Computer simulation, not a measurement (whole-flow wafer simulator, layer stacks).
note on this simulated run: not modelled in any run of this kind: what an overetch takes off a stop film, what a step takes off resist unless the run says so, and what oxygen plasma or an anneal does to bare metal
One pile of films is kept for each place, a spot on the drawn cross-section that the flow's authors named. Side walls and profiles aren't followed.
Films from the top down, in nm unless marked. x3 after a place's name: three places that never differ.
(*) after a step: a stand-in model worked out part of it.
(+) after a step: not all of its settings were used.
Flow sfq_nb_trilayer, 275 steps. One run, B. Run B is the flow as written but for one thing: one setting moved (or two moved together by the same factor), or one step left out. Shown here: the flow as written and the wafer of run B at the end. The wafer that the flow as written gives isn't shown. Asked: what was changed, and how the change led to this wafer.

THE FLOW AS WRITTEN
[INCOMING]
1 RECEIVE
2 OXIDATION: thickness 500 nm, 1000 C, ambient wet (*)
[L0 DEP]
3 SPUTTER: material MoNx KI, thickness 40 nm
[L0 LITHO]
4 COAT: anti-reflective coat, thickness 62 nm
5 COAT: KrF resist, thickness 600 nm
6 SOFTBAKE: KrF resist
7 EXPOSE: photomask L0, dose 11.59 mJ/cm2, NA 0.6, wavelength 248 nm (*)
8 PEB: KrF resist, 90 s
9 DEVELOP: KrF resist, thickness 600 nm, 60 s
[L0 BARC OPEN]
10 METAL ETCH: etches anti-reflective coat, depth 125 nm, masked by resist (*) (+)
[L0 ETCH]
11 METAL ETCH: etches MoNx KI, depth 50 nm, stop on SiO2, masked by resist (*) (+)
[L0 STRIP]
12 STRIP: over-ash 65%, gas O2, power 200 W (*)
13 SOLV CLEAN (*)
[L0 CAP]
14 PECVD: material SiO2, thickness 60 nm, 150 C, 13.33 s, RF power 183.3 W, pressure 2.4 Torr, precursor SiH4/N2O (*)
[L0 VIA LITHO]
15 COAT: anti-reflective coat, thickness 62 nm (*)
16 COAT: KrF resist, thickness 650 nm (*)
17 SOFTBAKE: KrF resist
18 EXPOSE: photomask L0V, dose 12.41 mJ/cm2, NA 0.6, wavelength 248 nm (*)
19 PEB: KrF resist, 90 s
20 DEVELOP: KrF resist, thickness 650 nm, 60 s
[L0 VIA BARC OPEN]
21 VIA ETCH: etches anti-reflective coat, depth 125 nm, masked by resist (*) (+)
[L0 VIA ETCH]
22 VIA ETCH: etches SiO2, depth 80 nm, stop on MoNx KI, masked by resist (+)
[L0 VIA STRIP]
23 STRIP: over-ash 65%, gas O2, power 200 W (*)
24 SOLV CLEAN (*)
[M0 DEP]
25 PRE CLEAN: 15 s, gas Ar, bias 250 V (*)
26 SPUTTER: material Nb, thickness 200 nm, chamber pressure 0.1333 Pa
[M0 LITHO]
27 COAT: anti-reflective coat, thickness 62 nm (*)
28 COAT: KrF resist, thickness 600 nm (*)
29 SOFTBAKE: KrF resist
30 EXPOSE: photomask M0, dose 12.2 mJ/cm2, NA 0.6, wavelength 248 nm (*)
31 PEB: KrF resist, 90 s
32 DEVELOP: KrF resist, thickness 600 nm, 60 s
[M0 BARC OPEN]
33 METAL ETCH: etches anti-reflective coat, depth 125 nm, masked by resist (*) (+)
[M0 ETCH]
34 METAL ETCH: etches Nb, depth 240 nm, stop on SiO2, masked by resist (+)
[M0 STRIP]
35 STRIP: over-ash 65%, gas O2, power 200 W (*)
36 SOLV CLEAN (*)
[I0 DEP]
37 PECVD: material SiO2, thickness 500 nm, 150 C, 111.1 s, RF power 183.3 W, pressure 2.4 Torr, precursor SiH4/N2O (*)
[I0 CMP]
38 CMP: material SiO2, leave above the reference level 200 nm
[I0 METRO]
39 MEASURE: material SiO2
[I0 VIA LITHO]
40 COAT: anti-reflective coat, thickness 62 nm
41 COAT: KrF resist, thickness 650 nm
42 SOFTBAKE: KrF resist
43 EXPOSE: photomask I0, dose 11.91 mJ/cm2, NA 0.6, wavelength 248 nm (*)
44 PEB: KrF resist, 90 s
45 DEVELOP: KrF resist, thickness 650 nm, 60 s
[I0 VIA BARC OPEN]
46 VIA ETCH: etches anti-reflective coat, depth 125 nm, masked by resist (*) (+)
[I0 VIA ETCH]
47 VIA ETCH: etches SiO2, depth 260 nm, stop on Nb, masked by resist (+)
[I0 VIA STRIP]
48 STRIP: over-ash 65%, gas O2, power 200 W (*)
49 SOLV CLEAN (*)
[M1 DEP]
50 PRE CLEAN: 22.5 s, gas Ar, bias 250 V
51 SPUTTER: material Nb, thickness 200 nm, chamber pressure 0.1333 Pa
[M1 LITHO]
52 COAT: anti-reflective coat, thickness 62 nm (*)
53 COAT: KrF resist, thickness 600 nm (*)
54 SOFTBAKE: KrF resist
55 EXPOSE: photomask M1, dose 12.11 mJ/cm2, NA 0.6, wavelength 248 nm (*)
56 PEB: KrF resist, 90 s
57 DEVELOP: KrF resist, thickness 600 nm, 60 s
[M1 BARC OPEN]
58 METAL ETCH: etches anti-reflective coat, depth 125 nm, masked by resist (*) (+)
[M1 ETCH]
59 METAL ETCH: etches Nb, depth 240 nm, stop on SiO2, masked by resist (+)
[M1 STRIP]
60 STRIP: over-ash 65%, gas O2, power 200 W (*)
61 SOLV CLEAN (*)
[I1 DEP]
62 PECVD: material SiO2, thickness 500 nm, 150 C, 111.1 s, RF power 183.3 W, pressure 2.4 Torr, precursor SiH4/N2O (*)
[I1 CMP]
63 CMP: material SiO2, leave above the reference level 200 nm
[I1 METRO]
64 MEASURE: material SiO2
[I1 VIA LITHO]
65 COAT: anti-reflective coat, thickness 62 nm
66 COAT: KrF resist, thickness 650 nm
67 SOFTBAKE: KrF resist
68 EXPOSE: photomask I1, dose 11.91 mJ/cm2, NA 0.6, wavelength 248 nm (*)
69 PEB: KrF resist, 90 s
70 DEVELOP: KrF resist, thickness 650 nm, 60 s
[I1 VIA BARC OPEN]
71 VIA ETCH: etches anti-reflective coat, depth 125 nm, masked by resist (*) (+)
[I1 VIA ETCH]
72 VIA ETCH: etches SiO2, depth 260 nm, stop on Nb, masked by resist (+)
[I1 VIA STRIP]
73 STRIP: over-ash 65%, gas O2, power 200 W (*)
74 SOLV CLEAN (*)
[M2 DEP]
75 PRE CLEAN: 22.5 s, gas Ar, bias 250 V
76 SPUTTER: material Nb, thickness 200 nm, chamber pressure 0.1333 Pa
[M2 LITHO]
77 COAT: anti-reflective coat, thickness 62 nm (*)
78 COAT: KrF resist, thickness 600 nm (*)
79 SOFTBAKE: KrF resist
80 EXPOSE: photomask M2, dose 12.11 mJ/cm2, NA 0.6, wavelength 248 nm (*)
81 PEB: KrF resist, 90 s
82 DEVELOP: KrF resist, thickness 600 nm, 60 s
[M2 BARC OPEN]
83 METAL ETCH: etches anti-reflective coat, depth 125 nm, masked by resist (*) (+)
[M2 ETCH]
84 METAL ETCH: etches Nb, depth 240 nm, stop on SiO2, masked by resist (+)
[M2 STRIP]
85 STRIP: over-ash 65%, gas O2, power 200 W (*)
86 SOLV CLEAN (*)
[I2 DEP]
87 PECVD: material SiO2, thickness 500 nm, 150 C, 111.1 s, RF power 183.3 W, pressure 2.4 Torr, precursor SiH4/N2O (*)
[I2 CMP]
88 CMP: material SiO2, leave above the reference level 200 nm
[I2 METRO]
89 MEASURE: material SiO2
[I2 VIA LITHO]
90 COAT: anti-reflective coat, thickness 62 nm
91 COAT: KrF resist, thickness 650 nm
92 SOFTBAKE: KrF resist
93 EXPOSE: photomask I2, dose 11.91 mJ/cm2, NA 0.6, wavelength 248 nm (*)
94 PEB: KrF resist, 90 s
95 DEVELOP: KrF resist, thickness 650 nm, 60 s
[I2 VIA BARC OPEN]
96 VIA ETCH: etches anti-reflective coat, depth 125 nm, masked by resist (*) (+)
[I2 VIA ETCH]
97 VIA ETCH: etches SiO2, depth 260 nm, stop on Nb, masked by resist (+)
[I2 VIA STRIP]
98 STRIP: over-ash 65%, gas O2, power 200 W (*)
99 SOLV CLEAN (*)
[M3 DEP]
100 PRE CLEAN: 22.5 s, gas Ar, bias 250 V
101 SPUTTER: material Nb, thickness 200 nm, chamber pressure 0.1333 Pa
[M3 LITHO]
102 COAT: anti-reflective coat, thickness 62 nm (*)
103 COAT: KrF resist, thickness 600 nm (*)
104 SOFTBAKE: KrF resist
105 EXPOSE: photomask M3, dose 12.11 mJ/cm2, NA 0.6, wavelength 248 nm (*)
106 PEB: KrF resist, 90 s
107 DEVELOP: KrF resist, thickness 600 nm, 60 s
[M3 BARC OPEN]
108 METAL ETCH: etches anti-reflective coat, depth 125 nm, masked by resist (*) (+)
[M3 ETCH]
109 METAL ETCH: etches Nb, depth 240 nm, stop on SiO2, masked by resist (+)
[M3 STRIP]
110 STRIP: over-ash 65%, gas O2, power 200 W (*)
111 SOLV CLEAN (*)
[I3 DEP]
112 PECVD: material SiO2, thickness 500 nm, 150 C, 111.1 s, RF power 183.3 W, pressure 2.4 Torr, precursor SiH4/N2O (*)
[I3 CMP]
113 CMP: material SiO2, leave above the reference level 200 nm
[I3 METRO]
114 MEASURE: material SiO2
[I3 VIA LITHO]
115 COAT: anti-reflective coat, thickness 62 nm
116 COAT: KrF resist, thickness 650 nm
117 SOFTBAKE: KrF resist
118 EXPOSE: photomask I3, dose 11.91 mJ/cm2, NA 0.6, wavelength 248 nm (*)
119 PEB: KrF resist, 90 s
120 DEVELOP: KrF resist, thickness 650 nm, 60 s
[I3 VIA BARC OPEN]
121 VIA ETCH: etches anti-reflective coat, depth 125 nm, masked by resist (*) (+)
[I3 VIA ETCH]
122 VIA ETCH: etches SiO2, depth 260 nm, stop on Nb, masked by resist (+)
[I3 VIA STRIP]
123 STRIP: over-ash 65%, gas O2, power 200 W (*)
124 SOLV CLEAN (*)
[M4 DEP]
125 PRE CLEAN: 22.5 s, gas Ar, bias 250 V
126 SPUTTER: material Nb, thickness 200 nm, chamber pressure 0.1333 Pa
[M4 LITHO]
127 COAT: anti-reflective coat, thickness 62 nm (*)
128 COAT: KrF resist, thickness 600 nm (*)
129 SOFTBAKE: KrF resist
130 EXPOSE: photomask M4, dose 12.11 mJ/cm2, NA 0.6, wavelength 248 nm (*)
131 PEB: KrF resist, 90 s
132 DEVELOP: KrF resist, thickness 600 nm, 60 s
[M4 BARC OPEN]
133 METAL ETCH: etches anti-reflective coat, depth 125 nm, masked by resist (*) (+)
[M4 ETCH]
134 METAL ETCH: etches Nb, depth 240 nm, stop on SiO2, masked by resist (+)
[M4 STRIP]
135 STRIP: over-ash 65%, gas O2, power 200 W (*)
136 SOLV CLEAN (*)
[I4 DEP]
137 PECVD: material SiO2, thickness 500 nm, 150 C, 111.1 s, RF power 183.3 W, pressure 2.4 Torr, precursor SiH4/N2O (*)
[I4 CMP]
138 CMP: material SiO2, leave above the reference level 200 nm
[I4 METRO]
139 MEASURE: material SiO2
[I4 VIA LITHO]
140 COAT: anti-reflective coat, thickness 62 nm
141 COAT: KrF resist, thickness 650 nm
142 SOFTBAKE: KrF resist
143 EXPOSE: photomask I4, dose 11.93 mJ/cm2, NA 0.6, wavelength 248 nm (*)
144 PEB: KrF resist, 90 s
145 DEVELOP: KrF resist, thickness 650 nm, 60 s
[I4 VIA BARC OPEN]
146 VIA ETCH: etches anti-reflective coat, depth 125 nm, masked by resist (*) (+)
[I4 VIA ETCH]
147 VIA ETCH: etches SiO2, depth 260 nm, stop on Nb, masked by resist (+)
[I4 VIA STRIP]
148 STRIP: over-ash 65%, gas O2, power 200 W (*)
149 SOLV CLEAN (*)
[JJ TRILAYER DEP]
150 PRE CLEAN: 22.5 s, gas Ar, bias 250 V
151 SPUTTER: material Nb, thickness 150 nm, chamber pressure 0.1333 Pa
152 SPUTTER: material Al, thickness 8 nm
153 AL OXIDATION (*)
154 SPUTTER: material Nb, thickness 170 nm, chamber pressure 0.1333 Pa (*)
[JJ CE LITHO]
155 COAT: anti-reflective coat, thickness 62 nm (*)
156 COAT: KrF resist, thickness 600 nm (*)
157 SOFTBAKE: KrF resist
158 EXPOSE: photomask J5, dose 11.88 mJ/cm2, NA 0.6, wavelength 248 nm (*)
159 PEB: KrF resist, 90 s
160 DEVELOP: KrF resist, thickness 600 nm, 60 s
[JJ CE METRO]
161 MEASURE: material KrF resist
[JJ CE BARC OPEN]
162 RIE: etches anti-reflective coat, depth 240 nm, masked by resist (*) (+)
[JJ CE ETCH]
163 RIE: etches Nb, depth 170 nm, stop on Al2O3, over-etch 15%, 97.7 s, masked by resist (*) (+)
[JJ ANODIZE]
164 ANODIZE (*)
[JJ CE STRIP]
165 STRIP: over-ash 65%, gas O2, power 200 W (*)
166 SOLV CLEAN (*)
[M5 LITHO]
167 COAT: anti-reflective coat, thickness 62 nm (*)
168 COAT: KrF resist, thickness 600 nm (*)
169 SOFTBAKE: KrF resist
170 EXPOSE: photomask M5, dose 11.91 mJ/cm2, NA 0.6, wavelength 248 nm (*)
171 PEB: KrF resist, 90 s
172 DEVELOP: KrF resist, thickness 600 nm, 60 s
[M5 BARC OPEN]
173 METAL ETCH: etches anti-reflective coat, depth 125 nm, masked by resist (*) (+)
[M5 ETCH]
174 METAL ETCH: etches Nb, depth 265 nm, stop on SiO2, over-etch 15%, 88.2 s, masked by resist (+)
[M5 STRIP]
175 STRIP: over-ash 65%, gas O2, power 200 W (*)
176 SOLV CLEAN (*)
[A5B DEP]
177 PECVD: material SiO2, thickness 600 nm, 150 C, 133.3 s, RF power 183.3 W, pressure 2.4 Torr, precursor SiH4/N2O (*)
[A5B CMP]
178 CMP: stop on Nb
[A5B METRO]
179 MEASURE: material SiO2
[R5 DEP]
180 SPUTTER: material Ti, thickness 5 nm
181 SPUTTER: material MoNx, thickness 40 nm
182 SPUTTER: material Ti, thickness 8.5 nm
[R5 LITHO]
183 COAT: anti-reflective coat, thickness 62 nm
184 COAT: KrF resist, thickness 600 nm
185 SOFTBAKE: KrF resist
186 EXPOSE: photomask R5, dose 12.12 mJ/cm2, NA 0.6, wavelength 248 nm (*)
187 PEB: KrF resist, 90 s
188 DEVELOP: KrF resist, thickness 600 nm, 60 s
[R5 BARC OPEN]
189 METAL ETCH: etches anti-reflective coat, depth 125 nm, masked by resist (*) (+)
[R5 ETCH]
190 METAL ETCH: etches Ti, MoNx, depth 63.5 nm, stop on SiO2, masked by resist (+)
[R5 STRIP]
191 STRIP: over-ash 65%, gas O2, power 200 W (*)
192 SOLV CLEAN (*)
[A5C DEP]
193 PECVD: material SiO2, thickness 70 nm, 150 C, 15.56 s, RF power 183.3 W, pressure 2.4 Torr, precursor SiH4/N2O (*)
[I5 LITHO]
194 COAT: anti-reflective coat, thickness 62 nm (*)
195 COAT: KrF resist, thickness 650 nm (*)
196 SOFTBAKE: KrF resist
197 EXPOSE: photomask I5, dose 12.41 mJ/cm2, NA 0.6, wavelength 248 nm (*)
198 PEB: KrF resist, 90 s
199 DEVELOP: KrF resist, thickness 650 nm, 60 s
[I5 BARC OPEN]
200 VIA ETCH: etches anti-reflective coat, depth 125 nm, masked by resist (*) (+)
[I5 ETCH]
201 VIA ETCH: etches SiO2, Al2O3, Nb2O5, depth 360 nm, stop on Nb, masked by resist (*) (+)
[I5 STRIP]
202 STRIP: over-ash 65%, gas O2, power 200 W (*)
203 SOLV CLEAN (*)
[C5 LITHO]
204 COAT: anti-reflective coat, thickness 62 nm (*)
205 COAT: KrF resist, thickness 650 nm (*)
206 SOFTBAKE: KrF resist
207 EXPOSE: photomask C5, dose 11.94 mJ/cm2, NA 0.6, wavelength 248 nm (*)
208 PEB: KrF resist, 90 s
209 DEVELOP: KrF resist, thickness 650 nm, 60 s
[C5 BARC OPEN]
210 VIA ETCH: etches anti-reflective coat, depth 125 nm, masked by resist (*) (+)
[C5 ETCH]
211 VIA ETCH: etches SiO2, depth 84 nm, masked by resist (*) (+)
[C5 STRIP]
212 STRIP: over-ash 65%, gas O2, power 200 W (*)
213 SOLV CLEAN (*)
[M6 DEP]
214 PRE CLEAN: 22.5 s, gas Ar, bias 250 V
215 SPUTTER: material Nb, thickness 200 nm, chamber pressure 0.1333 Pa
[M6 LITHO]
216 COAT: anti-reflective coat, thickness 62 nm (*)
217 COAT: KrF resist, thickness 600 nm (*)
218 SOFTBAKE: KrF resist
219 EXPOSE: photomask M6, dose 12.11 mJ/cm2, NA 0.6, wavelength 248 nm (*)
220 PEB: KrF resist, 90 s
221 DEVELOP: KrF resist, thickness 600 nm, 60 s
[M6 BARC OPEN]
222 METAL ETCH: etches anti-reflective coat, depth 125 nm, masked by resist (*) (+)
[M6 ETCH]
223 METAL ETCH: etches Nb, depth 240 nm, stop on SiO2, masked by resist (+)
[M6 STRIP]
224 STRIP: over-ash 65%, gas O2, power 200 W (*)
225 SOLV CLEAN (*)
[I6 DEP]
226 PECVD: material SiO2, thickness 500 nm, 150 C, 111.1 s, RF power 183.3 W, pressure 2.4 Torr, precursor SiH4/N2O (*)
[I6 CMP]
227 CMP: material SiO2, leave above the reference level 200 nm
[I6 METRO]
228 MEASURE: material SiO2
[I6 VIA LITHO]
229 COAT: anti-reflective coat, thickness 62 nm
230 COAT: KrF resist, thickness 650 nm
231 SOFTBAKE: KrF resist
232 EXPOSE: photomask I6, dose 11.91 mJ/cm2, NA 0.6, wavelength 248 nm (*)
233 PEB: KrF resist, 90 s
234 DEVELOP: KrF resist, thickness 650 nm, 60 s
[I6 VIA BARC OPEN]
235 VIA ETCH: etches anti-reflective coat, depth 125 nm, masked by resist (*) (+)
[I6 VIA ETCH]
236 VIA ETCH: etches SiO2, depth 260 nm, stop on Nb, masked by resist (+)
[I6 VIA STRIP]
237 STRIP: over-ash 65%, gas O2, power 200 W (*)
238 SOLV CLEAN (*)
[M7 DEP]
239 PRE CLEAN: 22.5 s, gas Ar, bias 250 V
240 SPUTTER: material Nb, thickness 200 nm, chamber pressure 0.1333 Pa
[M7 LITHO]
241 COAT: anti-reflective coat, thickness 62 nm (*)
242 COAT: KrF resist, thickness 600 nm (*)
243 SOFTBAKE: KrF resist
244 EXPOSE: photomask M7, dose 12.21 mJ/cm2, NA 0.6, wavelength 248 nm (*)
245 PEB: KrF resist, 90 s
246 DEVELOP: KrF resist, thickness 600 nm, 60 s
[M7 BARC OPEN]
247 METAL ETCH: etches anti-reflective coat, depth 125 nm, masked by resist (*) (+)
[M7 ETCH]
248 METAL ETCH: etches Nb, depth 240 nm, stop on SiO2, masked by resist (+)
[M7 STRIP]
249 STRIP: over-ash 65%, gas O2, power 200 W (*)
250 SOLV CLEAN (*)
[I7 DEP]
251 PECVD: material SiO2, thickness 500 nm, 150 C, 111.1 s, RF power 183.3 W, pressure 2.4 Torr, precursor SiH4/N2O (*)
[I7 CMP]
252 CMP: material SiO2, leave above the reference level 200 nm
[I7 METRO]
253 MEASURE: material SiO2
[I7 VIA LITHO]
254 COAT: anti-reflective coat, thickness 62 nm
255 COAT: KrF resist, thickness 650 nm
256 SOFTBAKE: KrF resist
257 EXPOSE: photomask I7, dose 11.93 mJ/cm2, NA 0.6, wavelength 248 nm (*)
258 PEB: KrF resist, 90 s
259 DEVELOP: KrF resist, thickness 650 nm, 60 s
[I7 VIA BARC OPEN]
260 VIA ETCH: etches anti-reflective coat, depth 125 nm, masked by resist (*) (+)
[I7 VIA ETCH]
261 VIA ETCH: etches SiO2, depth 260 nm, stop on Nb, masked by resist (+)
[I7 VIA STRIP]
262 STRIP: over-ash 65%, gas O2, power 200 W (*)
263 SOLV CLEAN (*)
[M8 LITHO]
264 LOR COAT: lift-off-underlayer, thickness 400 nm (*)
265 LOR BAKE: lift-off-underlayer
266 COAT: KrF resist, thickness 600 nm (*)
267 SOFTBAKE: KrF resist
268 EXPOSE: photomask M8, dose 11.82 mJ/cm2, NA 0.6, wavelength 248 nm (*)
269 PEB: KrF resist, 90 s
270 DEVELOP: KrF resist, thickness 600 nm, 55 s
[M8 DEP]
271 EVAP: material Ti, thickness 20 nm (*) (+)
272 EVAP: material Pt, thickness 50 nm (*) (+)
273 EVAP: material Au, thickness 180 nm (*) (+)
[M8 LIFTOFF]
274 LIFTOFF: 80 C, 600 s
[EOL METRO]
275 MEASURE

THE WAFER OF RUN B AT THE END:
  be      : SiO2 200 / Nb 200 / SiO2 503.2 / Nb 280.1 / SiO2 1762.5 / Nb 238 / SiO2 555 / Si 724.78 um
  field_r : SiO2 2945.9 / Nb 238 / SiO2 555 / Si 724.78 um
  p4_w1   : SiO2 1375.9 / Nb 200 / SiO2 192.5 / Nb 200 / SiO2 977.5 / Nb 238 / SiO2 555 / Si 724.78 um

The cause: step 26, SPUTTER: thickness 238 nm was run, where the flow has thickness 200 nm.
It can be read off the wafer: be has Nb 238, and step 26 as written asks for 200 nm.

How the change led to this, step by step:
  26 SPUTTER: material Nb, thickness 200 nm, chamber pressure 0.1333 Pa
      field_l, v_sur, via_wl and 102 more: Nb +238 (new film) (as written it would be: Nb +200 (new film))
      l0v: Nb +233.8 (new film) (as written it would be: Nb +195.7 (new film))
  34 METAL ETCH: etches Nb, depth 240 nm, stop on SiO2, masked by resist (+)
      moat, m0r_space_l, m0r_space_r: Nb -238 (all of it) (as written it would be: Nb -200 (all of it))
  37 PECVD: material SiO2, thickness 500 nm, 150 C, 111.1 s, RF power 183.3 W, pressure 2.4 Torr, precursor SiH4/N2O (*)
      moat, m0r_space_l, m0r_space_r: SiO2 +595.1 (as written it would be: SiO2 +557.1)
